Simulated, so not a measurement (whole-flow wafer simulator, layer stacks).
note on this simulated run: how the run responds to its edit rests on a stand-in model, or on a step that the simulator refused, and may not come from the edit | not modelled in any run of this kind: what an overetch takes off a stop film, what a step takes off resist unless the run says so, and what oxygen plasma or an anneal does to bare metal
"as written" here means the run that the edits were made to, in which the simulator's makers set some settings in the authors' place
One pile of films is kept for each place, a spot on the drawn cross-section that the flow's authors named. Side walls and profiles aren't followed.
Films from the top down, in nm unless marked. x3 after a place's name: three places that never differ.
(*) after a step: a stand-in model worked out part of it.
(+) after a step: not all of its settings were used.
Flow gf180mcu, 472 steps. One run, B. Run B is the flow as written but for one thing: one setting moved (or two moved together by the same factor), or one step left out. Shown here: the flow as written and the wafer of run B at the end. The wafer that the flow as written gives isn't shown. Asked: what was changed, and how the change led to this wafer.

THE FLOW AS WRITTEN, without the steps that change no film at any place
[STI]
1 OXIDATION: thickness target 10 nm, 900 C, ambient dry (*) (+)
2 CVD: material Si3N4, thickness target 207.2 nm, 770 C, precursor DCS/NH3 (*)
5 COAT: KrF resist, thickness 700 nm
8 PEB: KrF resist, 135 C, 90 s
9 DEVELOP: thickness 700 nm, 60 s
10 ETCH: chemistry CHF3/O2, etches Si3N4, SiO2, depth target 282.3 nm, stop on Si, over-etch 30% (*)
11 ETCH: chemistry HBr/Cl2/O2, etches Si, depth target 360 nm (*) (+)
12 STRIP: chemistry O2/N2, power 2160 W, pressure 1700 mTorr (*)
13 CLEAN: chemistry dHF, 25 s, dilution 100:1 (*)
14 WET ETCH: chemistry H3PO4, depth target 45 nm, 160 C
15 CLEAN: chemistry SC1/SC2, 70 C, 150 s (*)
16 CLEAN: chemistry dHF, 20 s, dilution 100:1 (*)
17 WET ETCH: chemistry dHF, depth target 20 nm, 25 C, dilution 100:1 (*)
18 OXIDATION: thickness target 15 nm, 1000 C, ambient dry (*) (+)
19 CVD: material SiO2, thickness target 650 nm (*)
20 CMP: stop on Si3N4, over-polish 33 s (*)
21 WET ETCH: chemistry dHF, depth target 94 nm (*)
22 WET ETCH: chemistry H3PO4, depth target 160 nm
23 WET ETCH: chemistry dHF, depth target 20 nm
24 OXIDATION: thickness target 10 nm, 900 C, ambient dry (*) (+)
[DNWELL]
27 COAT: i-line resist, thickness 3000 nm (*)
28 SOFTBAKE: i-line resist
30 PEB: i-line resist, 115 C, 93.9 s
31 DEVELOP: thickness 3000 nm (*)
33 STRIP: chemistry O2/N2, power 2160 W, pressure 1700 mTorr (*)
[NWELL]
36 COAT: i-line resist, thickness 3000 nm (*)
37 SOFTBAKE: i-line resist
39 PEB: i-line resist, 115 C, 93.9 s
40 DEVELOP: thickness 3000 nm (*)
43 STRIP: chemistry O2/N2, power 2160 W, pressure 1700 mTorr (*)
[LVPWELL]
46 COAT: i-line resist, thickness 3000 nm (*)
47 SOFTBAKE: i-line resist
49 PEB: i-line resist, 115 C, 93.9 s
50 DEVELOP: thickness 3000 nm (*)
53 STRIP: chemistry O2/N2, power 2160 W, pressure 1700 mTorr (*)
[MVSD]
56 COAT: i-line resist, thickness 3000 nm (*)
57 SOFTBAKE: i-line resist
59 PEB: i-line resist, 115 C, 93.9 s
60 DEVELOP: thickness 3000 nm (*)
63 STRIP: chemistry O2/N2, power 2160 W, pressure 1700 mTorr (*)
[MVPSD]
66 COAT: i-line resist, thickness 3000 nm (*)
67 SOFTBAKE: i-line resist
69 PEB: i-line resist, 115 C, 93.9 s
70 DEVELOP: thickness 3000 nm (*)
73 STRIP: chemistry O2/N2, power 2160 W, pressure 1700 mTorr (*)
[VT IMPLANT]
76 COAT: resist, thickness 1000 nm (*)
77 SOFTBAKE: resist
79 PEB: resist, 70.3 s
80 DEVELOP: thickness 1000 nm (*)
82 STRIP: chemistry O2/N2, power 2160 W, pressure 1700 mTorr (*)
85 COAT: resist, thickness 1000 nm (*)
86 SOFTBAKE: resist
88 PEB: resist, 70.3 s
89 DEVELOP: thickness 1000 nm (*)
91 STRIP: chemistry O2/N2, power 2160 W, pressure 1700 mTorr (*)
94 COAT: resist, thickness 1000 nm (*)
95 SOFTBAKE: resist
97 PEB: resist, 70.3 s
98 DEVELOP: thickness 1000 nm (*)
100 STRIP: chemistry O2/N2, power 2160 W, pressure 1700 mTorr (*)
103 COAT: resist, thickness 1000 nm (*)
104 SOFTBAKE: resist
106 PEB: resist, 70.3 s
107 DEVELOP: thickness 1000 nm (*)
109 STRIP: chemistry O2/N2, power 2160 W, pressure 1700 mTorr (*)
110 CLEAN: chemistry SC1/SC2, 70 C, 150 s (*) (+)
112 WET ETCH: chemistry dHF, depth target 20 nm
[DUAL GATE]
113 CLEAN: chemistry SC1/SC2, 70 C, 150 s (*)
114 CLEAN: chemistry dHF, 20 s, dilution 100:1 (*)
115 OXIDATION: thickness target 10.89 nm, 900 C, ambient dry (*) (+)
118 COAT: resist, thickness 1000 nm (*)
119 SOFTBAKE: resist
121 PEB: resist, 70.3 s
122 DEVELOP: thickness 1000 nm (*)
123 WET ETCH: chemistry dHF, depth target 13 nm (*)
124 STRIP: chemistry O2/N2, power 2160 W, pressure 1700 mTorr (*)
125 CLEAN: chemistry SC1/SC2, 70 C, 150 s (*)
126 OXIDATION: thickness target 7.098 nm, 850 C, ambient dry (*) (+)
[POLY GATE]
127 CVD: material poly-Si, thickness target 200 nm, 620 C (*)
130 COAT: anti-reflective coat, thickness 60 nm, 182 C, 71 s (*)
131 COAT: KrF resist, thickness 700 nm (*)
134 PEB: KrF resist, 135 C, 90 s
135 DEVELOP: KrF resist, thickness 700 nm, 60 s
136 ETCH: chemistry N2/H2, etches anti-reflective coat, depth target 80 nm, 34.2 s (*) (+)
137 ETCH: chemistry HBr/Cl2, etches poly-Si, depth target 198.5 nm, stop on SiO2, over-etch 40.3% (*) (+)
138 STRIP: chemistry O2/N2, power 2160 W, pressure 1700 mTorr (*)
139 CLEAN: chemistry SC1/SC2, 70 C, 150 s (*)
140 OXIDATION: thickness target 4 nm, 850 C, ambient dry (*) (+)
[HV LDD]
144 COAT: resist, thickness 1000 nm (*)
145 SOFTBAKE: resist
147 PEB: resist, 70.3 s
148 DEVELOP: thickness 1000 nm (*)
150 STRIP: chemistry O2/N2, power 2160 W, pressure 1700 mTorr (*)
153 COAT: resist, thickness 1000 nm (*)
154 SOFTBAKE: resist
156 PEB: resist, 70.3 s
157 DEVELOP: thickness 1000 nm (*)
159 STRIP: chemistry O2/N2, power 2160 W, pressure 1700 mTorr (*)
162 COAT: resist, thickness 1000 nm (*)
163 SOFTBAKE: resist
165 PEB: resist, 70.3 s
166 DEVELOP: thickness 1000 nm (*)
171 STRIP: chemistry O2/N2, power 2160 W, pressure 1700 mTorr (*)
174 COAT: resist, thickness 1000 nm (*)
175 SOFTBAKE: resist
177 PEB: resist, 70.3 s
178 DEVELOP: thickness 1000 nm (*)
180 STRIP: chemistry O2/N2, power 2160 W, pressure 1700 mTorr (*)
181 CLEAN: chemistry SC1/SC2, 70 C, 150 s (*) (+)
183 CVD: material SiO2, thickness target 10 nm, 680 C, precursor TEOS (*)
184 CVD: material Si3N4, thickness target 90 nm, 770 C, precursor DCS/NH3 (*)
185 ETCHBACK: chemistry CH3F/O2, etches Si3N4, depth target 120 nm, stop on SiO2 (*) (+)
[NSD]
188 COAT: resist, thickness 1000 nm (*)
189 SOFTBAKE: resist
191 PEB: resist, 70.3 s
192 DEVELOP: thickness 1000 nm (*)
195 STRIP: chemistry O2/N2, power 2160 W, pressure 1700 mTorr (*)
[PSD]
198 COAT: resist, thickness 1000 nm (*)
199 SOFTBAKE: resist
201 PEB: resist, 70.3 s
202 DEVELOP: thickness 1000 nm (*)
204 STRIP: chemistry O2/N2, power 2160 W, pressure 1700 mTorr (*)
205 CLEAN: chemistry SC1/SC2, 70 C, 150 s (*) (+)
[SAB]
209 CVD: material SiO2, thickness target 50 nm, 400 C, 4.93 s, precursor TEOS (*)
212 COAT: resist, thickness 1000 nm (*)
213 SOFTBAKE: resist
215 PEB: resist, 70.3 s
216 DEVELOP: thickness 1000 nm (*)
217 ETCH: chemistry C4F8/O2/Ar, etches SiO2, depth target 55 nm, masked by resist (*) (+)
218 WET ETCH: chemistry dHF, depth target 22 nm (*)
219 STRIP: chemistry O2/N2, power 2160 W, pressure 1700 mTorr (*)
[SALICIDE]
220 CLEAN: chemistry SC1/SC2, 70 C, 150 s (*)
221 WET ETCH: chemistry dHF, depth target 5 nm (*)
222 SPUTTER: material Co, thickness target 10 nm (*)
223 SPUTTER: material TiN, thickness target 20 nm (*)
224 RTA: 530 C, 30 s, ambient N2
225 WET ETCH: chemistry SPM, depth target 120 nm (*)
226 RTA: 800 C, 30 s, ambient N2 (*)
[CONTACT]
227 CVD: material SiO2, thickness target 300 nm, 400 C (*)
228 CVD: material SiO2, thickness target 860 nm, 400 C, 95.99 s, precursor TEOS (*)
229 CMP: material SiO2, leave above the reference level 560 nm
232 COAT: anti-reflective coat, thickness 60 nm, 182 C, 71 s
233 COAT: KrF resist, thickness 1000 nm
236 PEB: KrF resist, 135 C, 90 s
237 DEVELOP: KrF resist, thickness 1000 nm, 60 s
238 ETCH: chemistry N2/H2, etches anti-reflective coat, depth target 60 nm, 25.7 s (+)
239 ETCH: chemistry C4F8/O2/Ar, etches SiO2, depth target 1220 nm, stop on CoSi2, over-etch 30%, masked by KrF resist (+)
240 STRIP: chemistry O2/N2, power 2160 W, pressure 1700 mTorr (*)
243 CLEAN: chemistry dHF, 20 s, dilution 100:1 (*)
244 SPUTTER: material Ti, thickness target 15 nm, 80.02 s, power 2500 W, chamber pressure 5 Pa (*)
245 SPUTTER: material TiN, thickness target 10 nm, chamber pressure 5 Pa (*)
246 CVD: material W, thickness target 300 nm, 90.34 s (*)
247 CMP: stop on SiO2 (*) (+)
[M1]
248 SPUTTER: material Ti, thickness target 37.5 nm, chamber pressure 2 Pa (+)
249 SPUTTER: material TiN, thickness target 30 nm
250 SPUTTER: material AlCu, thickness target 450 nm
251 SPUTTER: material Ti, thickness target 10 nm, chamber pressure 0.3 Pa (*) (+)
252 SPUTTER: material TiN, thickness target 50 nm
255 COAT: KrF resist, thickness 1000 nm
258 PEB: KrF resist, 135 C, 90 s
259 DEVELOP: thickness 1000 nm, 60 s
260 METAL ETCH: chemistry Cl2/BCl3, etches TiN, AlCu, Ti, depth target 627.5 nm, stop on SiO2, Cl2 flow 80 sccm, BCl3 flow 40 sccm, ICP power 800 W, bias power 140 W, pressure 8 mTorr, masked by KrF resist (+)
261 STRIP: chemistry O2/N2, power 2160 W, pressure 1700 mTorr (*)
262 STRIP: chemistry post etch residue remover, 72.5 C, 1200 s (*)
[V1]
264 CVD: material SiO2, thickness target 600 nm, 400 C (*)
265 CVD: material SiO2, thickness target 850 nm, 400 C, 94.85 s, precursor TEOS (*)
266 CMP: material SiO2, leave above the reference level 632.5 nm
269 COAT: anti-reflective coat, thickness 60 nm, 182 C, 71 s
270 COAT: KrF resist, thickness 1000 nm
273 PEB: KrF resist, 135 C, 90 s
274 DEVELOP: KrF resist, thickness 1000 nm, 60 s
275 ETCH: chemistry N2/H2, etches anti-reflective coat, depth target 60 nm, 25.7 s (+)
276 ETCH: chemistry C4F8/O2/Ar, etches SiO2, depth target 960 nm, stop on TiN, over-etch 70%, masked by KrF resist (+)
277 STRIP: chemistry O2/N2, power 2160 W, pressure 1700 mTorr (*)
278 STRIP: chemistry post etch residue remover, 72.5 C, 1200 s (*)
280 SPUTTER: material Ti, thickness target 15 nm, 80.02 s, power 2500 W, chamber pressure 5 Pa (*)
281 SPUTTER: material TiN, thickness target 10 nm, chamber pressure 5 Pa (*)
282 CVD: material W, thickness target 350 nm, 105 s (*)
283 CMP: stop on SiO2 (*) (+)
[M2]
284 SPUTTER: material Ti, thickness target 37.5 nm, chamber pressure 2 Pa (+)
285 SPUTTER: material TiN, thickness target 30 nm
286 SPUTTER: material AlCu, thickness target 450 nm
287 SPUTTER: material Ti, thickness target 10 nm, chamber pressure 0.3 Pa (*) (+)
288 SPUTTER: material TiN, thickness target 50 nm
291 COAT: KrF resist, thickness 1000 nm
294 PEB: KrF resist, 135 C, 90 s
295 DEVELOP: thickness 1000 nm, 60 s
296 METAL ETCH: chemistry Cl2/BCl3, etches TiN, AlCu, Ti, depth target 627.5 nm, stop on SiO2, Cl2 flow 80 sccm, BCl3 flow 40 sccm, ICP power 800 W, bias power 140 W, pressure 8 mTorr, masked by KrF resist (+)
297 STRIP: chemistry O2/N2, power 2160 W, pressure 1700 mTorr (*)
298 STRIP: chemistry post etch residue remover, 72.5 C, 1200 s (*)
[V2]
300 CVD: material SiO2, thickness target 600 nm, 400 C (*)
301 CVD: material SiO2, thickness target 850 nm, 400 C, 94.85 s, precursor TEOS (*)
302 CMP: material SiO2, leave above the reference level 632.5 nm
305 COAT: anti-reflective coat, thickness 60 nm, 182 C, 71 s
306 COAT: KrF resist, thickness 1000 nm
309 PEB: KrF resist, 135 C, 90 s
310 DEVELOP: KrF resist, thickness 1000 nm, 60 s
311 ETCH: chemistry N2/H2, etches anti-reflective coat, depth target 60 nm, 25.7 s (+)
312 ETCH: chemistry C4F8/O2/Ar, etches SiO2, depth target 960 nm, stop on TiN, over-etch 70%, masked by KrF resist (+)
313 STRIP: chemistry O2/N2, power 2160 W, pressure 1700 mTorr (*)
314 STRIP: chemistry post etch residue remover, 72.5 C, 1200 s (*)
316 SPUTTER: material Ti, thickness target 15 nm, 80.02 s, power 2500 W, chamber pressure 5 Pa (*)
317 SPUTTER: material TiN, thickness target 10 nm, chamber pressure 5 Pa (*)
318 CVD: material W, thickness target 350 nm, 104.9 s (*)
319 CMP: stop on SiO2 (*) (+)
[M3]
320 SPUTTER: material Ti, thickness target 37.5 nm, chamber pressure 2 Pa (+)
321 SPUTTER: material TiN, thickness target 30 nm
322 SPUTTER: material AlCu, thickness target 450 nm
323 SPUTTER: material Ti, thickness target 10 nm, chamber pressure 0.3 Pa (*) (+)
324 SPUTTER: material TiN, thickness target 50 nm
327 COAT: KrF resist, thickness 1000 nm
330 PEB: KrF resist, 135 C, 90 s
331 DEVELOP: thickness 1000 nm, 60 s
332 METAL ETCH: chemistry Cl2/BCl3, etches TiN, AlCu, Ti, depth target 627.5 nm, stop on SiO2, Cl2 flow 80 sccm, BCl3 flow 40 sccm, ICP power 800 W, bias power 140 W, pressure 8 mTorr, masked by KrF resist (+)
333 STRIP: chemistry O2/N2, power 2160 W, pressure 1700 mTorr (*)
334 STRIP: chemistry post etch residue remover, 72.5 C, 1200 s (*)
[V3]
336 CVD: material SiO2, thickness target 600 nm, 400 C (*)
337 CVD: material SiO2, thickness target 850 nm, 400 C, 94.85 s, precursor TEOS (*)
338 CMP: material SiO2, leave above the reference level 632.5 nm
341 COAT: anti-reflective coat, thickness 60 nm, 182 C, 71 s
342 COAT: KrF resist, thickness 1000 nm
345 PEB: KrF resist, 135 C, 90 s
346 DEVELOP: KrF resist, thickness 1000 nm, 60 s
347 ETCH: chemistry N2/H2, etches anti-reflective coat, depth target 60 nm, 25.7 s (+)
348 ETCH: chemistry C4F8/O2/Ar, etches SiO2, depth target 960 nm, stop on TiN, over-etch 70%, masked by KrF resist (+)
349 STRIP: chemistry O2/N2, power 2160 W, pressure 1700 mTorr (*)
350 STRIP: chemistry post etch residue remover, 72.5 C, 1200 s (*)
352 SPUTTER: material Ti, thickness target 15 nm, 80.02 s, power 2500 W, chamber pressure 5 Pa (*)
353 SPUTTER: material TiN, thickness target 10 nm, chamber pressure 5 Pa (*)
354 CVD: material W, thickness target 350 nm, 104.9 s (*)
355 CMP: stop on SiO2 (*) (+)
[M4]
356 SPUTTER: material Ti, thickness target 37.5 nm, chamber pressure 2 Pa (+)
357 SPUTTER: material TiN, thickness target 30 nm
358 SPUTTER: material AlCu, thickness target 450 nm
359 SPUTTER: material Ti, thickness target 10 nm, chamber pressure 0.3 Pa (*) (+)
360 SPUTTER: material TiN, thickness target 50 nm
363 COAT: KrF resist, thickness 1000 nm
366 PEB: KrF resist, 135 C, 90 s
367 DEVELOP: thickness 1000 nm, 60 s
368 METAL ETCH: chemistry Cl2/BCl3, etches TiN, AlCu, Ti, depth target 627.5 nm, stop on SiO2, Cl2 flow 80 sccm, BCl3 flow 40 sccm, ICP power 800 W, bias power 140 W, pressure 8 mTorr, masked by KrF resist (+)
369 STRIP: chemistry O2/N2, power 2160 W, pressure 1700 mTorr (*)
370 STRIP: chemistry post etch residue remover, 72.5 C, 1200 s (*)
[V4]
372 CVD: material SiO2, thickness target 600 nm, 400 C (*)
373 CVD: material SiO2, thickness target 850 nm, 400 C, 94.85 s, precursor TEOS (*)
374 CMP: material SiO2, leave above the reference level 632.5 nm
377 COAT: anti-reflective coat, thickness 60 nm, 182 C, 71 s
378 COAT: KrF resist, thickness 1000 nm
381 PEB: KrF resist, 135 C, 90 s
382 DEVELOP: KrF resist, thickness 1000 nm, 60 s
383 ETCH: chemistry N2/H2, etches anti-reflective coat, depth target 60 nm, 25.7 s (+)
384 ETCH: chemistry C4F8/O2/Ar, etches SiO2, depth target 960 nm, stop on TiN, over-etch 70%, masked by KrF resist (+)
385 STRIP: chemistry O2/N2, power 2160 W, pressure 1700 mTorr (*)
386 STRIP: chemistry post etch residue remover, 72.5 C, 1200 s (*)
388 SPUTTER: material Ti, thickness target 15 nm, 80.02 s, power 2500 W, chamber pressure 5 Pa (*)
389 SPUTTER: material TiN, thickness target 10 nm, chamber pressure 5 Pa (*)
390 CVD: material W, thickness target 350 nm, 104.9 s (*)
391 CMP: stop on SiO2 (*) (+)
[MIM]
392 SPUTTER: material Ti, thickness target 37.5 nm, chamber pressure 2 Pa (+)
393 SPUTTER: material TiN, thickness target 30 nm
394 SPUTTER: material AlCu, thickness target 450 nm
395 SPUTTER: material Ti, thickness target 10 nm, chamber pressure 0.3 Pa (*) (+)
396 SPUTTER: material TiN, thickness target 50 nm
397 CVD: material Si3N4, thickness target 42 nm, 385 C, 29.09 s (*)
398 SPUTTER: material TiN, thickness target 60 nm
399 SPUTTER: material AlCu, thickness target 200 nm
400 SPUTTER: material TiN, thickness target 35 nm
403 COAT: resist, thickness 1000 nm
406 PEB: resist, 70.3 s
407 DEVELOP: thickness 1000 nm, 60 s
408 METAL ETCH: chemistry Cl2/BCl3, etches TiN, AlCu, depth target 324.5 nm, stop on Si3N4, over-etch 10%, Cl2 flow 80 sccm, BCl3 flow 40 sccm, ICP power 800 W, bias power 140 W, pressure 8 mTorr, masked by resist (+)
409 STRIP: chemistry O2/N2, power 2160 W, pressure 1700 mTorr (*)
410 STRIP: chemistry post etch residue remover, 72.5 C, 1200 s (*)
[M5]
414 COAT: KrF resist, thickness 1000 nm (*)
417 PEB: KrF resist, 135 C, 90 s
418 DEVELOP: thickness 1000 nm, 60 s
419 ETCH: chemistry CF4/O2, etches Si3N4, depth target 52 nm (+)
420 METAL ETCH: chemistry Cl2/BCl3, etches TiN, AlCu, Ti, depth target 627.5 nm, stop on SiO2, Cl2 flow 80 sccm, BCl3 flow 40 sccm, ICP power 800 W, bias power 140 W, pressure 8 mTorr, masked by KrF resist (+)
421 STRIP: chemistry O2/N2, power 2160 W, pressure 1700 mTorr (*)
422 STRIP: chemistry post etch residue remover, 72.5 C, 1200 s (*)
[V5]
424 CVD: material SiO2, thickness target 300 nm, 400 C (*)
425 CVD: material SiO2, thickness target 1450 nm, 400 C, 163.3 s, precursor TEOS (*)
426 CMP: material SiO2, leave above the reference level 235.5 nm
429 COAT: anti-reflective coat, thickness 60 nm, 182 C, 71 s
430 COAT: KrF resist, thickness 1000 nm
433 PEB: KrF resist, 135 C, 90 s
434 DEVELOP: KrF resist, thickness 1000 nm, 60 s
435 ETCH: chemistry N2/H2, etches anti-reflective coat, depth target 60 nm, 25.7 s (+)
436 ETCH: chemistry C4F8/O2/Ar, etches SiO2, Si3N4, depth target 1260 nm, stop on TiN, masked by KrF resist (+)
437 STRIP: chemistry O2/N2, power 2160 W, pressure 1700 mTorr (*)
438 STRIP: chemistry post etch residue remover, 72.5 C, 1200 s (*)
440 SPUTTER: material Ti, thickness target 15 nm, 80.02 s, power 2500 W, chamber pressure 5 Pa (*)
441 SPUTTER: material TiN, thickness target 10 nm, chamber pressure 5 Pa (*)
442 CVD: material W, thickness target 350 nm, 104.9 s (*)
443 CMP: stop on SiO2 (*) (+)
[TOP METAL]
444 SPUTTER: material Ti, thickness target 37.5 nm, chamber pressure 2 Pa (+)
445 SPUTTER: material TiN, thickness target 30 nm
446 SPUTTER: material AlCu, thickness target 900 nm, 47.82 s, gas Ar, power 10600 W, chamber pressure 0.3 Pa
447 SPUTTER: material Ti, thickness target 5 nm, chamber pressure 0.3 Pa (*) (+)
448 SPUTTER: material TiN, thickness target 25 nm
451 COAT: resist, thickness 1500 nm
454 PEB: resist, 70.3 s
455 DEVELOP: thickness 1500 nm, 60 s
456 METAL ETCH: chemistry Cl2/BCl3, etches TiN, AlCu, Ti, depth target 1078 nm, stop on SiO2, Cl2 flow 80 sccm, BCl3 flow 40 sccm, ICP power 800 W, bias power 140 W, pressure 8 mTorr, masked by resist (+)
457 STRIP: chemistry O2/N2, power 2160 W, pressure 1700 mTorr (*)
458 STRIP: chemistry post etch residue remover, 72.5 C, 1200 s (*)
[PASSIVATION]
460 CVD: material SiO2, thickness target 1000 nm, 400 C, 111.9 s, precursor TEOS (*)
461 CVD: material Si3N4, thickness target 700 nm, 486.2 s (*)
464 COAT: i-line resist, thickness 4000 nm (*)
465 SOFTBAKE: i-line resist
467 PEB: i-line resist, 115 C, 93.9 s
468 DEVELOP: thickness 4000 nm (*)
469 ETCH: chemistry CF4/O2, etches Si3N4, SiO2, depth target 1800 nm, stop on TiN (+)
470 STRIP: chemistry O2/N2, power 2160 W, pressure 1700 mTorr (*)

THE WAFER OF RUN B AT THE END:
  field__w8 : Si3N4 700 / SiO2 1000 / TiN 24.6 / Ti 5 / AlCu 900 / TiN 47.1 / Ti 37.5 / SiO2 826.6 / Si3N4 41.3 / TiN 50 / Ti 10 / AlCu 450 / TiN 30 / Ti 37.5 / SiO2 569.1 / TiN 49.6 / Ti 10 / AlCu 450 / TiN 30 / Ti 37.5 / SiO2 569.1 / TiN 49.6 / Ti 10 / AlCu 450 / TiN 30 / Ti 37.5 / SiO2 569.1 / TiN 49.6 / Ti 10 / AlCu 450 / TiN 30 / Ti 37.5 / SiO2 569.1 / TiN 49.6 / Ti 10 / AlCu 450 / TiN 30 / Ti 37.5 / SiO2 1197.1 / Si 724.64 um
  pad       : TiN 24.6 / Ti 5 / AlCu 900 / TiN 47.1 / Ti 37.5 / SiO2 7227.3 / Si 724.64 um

The cause: step 445, SPUTTER: thickness target 47.1 nm was run, where the flow has thickness target 30 nm.
It can be read off the wafer: field__w8 has TiN 47.1, and step 445 as written asks for 30 nm.

How the change led to this, step by step:
  445 SPUTTER: material TiN, thickness target 30 nm
      field, field__w1, field__w2 and 109 more: TiN +47.1 (new film) (as written it would be: TiN +30 (new film))
  456 METAL ETCH: chemistry Cl2/BCl3, etches TiN, AlCu, Ti, depth target 1078 nm, stop on SiO2, Cl2 flow 80 sccm, BCl3 flow 40 sccm, ICP power 800 W, bias power 140 W, pressure 8 mTorr, masked by resist (+)
      field, field__w1, field__w2 and 103 more: TiN -25 (all of it), Ti -5 (all of it), AlCu -900 (all of it), TiN -47.1 (all of it), Ti -37.5 (all of it) (as written it would be: TiN -25 (all of it), Ti -5 (all of it), AlCu -900 (all of it), TiN -30 (all of it), Ti -37.5 (all of it))
  465 SOFTBAKE: i-line resist
      gate: i-line resist -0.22 (as written it would be: i-line resist +1.79)
      ld_fp_p, ld_drift_p: i-line resist +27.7 (as written it would be: i-line resist +33.8)
      (and at 64 more places)
